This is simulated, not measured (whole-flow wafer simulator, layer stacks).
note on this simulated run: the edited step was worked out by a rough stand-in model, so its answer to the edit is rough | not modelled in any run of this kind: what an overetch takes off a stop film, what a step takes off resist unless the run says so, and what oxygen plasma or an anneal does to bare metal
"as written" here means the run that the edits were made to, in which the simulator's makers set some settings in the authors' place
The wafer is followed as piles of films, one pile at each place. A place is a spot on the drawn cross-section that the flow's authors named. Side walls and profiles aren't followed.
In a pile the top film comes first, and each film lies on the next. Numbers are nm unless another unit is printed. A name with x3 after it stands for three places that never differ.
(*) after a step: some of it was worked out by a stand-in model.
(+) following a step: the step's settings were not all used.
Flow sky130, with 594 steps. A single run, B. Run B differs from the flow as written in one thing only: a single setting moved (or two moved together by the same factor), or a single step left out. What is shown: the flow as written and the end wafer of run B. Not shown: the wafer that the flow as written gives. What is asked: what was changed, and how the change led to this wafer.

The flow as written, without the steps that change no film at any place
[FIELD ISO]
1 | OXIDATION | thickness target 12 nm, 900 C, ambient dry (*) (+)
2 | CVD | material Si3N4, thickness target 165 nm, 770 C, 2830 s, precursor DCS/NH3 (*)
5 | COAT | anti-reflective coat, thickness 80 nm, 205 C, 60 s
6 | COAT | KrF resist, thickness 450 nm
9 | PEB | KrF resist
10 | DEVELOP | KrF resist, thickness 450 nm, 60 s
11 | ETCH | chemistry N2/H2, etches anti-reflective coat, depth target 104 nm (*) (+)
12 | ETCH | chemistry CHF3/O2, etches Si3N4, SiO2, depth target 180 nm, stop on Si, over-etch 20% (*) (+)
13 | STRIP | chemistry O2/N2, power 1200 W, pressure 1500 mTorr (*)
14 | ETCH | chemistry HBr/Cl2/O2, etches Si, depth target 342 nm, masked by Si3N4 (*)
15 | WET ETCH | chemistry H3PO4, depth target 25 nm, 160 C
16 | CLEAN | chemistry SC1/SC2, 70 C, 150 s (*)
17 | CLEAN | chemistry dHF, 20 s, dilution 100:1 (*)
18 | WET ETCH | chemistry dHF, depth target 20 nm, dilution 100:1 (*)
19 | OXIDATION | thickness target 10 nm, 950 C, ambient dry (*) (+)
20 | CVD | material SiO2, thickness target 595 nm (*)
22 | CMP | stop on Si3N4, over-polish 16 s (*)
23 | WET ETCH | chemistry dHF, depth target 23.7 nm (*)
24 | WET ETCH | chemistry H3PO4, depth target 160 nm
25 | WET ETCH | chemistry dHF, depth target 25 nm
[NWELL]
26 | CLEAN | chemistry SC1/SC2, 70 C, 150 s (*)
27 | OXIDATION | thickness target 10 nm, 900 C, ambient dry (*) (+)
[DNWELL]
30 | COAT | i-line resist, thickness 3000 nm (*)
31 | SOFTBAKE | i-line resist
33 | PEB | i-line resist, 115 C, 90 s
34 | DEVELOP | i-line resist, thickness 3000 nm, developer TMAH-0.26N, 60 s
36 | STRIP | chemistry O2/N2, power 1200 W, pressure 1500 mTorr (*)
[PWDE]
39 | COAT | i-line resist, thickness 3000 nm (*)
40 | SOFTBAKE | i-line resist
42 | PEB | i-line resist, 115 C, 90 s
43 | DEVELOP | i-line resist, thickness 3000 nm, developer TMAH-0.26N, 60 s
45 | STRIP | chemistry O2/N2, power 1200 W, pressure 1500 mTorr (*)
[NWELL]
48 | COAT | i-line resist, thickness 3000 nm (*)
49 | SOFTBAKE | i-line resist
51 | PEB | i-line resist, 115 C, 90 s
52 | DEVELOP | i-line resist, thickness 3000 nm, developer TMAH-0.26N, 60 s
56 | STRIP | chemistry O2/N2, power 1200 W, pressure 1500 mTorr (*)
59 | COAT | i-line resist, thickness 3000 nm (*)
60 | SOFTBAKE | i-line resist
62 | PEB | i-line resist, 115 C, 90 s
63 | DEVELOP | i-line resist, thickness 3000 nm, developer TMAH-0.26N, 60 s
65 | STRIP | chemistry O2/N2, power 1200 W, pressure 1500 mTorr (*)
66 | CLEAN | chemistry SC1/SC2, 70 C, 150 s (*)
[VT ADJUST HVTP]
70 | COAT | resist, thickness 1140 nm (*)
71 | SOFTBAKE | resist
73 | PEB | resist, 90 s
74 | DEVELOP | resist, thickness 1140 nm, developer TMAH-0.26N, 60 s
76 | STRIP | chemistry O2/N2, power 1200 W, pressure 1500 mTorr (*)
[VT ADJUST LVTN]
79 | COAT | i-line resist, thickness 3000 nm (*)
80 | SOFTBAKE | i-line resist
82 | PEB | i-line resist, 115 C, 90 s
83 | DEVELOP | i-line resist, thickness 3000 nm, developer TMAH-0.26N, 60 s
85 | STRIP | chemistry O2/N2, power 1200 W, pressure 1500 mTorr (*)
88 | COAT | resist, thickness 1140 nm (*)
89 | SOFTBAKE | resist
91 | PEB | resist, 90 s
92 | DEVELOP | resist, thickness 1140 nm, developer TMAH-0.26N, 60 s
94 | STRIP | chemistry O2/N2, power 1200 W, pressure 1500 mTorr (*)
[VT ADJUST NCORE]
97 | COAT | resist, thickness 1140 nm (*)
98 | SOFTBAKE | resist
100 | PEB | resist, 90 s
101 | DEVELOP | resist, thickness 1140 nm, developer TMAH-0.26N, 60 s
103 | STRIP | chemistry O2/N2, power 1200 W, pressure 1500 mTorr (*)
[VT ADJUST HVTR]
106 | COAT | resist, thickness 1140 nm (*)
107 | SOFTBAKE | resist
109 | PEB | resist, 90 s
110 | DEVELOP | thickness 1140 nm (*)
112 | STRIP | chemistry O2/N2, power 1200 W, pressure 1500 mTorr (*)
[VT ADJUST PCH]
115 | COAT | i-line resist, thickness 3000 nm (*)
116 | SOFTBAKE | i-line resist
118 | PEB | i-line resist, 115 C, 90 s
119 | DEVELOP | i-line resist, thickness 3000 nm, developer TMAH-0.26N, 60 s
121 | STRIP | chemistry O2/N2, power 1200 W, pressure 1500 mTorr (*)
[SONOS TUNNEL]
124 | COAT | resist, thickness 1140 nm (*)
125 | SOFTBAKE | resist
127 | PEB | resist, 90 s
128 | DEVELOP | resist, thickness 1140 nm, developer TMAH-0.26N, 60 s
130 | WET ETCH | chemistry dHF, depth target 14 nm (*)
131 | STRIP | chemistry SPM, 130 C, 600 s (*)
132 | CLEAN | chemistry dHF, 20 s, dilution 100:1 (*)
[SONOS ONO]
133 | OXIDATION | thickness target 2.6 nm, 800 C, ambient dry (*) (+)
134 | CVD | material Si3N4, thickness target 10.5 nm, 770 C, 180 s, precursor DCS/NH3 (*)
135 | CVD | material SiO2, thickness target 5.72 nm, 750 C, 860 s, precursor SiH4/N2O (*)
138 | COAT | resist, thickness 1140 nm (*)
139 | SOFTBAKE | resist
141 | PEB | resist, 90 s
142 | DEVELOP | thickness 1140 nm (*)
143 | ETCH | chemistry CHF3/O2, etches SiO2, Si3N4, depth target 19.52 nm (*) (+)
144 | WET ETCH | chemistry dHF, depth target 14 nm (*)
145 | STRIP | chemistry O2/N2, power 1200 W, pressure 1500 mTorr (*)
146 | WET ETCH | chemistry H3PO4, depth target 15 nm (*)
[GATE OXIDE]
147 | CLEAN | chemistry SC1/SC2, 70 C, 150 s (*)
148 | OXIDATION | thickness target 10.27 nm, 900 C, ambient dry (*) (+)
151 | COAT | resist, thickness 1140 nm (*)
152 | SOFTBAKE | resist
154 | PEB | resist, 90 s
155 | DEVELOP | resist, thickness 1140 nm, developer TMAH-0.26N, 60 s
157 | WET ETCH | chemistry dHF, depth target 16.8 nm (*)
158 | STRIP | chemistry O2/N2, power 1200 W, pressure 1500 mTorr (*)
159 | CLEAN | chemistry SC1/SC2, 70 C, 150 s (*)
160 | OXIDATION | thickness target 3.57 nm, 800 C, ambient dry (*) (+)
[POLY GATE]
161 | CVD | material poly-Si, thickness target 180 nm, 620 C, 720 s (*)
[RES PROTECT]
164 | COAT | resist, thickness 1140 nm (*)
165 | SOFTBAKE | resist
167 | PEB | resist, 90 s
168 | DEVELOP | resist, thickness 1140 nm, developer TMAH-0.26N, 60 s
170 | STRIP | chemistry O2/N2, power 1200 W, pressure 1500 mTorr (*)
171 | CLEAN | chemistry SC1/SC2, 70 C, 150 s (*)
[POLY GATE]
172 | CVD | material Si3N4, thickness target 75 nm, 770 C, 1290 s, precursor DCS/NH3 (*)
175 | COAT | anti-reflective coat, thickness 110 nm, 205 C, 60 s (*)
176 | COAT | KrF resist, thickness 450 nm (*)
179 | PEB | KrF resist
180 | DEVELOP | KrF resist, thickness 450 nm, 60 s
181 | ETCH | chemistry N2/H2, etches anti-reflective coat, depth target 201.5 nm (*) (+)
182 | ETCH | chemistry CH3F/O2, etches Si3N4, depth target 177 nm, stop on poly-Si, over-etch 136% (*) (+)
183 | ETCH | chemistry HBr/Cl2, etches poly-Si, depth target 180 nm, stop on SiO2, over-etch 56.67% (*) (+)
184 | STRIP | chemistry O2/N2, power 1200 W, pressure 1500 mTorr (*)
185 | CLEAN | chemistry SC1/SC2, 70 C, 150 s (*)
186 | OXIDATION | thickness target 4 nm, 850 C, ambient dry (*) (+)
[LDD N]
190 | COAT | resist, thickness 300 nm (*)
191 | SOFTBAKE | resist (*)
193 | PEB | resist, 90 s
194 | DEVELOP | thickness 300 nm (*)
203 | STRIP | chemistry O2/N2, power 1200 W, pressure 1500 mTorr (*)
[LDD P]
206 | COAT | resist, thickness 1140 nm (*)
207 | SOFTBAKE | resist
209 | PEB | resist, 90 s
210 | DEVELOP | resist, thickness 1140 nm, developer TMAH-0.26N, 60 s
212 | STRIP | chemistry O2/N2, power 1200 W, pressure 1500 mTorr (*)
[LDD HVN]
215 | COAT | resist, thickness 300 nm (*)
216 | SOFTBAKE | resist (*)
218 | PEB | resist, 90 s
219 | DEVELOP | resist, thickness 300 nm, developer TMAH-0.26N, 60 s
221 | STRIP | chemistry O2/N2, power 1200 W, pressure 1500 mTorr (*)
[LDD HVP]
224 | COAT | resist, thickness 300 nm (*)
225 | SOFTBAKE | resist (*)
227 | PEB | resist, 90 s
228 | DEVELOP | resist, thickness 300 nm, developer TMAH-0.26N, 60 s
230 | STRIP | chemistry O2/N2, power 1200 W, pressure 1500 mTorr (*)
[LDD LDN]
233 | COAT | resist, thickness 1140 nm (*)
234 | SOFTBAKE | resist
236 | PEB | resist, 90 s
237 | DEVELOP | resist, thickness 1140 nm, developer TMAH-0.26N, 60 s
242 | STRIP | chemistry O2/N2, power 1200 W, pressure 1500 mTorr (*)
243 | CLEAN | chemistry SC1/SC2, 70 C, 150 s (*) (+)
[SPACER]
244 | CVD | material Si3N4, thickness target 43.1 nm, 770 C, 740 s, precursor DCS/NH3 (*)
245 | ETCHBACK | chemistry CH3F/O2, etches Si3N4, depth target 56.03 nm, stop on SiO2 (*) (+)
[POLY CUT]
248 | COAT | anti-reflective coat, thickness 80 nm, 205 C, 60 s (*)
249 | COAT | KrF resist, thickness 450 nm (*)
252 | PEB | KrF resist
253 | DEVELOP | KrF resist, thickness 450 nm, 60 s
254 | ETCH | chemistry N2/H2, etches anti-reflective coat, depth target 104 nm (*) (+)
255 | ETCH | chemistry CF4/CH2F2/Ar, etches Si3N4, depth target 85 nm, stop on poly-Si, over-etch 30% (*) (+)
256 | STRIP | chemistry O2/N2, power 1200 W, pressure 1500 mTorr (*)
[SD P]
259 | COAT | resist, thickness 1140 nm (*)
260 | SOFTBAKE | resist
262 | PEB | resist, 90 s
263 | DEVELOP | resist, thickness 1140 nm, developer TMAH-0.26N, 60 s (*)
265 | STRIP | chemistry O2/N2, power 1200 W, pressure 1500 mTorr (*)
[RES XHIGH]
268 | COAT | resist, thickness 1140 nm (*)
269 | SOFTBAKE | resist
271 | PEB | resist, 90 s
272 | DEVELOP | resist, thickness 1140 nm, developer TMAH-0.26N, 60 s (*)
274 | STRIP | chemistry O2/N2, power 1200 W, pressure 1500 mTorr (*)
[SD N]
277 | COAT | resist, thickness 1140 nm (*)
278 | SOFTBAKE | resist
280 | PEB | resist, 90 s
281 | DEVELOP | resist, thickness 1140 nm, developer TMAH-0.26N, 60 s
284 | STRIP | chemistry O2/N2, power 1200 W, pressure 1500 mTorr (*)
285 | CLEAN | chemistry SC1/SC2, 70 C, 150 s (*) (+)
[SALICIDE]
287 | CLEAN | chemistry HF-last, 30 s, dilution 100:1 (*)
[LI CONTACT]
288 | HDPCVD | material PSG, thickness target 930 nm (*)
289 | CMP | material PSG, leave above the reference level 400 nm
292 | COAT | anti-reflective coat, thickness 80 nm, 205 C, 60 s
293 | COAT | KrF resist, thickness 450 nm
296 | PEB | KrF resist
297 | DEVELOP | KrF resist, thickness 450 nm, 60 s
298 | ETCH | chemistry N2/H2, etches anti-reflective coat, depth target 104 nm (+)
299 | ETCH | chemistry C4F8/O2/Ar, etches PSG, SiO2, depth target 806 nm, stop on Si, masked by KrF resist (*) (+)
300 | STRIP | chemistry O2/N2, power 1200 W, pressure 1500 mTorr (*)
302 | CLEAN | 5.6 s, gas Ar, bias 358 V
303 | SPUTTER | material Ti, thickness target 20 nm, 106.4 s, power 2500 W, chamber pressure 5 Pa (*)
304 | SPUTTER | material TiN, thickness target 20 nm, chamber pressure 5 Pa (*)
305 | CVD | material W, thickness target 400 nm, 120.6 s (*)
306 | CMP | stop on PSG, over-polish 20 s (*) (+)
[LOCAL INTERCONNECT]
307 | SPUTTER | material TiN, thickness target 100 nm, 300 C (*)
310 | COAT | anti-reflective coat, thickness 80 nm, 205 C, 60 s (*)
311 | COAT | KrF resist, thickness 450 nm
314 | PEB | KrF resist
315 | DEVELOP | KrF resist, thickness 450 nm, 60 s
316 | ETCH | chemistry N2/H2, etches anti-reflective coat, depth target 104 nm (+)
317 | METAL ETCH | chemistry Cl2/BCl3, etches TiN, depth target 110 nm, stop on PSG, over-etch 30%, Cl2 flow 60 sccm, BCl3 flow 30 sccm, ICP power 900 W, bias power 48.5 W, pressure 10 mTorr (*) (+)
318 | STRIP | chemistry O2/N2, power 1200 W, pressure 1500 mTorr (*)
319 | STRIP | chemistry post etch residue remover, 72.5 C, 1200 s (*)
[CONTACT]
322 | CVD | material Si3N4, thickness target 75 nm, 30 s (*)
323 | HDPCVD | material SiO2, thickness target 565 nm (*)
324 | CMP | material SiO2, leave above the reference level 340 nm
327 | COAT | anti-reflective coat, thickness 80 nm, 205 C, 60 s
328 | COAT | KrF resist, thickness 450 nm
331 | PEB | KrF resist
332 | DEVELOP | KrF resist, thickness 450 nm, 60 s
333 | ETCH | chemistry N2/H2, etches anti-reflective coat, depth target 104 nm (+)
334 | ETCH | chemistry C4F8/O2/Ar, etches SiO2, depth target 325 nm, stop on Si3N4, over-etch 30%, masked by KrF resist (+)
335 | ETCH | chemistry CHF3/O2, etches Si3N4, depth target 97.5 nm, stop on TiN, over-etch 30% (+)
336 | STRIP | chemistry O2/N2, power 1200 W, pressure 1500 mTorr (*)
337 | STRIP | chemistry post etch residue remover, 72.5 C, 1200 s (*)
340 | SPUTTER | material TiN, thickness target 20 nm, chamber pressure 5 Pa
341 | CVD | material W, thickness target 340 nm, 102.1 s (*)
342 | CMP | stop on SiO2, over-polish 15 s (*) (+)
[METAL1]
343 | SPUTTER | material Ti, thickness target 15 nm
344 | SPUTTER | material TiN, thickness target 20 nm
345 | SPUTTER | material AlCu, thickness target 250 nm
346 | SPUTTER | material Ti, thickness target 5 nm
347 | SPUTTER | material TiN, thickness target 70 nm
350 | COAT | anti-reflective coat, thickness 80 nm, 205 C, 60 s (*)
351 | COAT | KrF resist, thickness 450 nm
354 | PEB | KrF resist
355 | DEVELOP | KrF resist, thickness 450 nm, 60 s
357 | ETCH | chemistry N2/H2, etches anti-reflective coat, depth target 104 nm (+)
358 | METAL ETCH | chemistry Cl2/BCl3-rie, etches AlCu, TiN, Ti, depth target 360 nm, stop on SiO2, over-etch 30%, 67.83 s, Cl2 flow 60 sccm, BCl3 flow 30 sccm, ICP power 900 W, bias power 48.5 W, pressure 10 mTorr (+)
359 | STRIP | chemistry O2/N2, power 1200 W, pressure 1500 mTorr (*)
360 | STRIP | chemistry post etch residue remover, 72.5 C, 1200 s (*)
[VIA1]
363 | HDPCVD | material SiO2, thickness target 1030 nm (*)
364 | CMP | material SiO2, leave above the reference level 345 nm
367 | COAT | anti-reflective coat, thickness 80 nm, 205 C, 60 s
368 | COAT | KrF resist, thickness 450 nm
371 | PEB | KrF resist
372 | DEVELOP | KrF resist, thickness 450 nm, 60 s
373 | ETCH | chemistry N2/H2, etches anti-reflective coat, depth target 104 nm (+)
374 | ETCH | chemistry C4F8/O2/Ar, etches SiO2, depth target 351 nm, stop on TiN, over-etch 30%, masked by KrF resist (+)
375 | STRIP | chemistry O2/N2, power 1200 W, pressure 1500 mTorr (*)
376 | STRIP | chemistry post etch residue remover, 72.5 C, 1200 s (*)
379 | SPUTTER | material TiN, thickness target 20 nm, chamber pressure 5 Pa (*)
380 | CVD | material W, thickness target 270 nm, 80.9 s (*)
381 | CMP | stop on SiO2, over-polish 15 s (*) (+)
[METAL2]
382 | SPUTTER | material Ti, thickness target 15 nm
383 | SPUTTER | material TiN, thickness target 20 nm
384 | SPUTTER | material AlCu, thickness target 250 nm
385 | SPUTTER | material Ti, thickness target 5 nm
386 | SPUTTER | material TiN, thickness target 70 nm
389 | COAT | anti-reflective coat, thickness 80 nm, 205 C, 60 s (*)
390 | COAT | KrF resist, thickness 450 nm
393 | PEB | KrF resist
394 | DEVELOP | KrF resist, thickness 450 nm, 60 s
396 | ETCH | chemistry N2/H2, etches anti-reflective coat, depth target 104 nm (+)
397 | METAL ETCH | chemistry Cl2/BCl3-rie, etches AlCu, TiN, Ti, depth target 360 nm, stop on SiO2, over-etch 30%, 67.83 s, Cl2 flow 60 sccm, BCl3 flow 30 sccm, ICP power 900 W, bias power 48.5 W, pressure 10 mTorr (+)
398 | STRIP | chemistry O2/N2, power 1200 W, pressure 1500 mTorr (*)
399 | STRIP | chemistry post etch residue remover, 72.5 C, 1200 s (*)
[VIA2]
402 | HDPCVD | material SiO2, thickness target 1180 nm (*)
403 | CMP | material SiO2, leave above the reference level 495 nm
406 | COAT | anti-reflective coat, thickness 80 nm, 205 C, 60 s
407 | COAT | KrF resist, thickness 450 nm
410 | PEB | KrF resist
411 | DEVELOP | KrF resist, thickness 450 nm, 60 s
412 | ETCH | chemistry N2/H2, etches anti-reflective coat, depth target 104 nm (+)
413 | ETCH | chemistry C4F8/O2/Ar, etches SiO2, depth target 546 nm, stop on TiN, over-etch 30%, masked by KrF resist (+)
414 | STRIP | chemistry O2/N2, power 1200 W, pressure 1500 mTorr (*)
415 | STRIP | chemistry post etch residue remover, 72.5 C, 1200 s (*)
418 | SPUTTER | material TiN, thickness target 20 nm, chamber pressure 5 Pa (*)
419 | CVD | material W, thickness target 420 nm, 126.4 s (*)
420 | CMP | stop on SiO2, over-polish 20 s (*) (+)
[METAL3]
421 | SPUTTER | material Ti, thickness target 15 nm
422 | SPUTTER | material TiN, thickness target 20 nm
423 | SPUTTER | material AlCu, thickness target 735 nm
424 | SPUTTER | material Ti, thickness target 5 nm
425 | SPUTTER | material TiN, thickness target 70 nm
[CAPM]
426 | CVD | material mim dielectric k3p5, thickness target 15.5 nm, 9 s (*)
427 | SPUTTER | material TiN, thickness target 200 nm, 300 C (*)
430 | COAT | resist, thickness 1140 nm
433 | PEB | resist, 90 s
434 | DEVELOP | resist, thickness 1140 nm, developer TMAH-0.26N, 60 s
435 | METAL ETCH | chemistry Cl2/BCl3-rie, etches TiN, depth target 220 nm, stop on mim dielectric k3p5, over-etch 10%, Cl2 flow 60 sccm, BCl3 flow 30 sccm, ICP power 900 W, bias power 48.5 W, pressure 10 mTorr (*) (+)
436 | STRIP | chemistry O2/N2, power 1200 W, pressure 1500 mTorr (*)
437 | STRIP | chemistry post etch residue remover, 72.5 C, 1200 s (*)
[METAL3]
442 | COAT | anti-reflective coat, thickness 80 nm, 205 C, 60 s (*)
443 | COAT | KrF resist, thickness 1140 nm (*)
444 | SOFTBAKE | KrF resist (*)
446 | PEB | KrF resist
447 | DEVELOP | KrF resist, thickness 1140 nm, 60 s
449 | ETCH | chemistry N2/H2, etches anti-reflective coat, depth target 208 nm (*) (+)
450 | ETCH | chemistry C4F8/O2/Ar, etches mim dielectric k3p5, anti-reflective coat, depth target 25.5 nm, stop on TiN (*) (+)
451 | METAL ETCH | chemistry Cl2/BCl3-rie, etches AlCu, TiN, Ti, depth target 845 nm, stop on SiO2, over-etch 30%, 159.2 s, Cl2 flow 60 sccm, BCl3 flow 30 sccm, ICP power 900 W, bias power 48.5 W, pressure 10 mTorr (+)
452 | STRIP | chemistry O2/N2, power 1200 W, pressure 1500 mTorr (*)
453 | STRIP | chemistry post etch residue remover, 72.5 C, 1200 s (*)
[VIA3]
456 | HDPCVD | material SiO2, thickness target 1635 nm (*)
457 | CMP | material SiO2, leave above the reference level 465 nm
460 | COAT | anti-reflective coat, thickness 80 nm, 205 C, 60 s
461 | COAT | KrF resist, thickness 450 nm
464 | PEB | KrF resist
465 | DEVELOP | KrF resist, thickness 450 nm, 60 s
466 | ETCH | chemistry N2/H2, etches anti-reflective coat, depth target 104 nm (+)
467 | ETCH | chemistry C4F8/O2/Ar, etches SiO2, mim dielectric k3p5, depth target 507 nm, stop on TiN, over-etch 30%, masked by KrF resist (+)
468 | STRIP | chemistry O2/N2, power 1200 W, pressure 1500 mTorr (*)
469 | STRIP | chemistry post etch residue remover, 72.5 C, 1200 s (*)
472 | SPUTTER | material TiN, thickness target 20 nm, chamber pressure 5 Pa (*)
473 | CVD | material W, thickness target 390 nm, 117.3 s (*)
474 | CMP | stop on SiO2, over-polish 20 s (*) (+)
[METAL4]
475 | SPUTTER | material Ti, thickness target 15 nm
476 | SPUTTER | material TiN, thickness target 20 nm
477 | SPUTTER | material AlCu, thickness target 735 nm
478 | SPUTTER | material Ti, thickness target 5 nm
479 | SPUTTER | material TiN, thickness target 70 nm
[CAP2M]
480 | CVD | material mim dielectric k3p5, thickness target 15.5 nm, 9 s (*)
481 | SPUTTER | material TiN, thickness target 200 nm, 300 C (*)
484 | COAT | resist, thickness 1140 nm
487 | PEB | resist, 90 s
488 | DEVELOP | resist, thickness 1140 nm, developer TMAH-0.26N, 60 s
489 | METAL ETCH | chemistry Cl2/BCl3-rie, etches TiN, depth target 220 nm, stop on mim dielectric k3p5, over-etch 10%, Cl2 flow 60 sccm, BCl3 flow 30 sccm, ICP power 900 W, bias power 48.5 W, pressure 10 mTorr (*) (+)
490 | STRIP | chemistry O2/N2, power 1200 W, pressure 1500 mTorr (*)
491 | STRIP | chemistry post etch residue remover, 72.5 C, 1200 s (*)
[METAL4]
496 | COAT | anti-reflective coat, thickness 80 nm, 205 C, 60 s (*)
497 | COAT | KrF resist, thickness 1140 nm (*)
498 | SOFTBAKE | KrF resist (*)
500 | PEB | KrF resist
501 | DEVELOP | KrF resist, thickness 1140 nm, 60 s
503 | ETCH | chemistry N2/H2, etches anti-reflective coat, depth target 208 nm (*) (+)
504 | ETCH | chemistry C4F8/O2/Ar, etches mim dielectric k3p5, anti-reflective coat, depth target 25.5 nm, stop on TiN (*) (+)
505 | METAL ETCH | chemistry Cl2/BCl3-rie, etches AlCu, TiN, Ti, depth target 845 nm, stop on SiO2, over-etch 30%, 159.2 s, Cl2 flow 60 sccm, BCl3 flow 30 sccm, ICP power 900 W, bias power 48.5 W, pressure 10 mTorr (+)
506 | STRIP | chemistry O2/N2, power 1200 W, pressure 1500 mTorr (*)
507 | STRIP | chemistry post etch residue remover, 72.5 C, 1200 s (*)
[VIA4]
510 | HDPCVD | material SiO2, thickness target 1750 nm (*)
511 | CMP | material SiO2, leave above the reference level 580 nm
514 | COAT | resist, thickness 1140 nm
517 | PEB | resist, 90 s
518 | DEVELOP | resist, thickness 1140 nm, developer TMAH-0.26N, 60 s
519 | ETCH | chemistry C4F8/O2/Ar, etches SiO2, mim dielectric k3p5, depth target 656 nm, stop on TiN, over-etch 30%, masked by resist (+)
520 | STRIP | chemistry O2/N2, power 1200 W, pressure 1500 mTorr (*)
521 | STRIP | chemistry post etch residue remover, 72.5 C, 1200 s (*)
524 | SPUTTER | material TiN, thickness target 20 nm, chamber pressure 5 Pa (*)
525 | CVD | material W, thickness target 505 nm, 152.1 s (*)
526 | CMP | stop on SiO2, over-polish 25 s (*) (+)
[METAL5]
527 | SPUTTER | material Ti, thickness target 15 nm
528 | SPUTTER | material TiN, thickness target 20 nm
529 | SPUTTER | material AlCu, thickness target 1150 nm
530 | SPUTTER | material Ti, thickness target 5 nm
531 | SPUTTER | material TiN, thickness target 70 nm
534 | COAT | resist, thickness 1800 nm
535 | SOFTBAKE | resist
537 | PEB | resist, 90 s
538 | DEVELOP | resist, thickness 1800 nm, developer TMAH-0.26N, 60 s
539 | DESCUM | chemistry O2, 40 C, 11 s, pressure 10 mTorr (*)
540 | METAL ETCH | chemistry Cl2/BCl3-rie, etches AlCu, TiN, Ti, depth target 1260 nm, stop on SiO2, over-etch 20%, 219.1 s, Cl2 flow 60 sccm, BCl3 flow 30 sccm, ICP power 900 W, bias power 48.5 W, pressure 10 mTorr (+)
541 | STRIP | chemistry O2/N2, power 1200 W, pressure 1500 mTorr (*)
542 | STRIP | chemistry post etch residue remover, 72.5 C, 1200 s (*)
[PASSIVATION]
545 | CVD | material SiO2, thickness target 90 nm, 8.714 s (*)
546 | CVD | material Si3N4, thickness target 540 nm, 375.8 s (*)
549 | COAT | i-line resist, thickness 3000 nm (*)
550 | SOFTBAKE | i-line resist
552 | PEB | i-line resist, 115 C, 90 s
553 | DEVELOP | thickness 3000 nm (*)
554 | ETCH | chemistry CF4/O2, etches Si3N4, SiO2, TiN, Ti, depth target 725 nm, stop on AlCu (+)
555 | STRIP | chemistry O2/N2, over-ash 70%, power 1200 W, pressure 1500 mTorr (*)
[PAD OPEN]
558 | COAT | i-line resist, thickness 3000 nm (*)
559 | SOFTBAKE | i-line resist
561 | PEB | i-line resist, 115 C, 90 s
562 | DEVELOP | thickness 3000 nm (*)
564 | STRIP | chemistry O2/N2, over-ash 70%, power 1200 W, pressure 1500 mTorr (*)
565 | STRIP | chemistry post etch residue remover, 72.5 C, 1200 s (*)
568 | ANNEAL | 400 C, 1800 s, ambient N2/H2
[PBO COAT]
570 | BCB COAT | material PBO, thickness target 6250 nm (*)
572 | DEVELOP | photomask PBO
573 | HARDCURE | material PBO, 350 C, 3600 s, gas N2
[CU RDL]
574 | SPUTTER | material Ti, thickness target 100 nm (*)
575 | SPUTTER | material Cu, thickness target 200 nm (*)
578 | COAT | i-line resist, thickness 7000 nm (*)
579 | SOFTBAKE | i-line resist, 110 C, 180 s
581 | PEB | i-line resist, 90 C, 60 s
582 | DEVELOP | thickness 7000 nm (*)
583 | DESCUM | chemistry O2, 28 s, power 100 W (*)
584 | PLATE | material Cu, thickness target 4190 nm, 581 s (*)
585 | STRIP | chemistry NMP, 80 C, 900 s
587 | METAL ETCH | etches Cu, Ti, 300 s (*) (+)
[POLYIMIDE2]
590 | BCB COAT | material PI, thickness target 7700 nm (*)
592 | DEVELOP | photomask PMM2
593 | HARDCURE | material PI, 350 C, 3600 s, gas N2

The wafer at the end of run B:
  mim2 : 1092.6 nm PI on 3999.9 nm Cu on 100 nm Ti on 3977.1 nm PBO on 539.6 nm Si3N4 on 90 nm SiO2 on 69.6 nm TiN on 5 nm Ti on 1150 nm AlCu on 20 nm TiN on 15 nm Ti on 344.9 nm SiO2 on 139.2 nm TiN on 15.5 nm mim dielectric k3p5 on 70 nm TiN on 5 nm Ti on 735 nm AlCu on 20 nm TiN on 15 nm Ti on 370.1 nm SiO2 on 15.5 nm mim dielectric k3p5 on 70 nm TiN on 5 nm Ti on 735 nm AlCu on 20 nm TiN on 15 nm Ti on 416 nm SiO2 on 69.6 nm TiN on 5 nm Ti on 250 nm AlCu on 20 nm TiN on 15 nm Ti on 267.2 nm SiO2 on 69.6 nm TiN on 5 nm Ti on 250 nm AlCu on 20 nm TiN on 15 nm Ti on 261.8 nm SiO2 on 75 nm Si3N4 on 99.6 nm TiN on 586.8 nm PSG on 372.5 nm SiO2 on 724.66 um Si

Cause: step 481, SPUTTER: thickness target 140 nm was run, while the flow as written has thickness target 200 nm.

Step by step, how the change led to this:
  481 | SPUTTER | material TiN, thickness target 200 nm, 300 C (*)
      field, active, n_well and 189 more: TiN gains 140 (new film) (as written it would have been: TiN gains 200 (new film))
  489 | METAL ETCH | chemistry Cl2/BCl3-rie, etches TiN, depth target 220 nm, stop on mim dielectric k3p5, over-etch 10%, Cl2 flow 60 sccm, BCl3 flow 30 sccm, ICP power 900 W, bias power 48.5 W, pressure 10 mTorr (*) (+)
      field, active, n_well and 188 more: TiN loses 140 (all of it) (as written it would have been: TiN loses 200 (all of it))
      mim2: resist loses 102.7 (as written it would have been: resist loses 146.7)
  490 | STRIP | chemistry O2/N2, power 1200 W, pressure 1500 mTorr (*)
      mim2: resist loses 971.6 (all of it) (as written it would have been: resist loses 927.6 (all of it))
  496 | COAT | anti-reflective coat, thickness 80 nm, 205 C, 60 s (*)
      iso_guard__w2: anti-reflective coat gains 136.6 (new film) (as written it would have been: anti-reflective coat gains 175.7 (new film))
      mim2: anti-reflective coat gains 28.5 (new film) (as written it would have been: anti-reflective coat gains 38 (new film))
  497 | COAT | KrF resist, thickness 1140 nm (*)
      iso_guard__w2: KrF resist gains 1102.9 (new film) (as written it would have been: KrF resist gains 1076.8 (new film))
      mim2: KrF resist gains 1074.4 (new film) (as written it would have been: KrF resist gains 1021 (new film))
  506 | STRIP | chemistry O2/N2, power 1200 W, pressure 1500 mTorr (*)
      iso_guard__w2: KrF resist loses 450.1 (all of it), anti-reflective coat loses 136.6 (all of it) (as written it would have been: KrF resist loses 424.2 (all of it), anti-reflective coat loses 175.7 (all of it))
      mim2: KrF resist loses 421.8 (all of it), anti-reflective coat loses 28.5 (all of it) (as written it would have been: KrF resist loses 368.7 (all of it), anti-reflective coat loses 38 (all of it))
  511 | CMP | material SiO2, leave above the reference level 580 nm
      mim2: SiO2 loses 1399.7 (as written it would have been: SiO2 loses 1459.7)
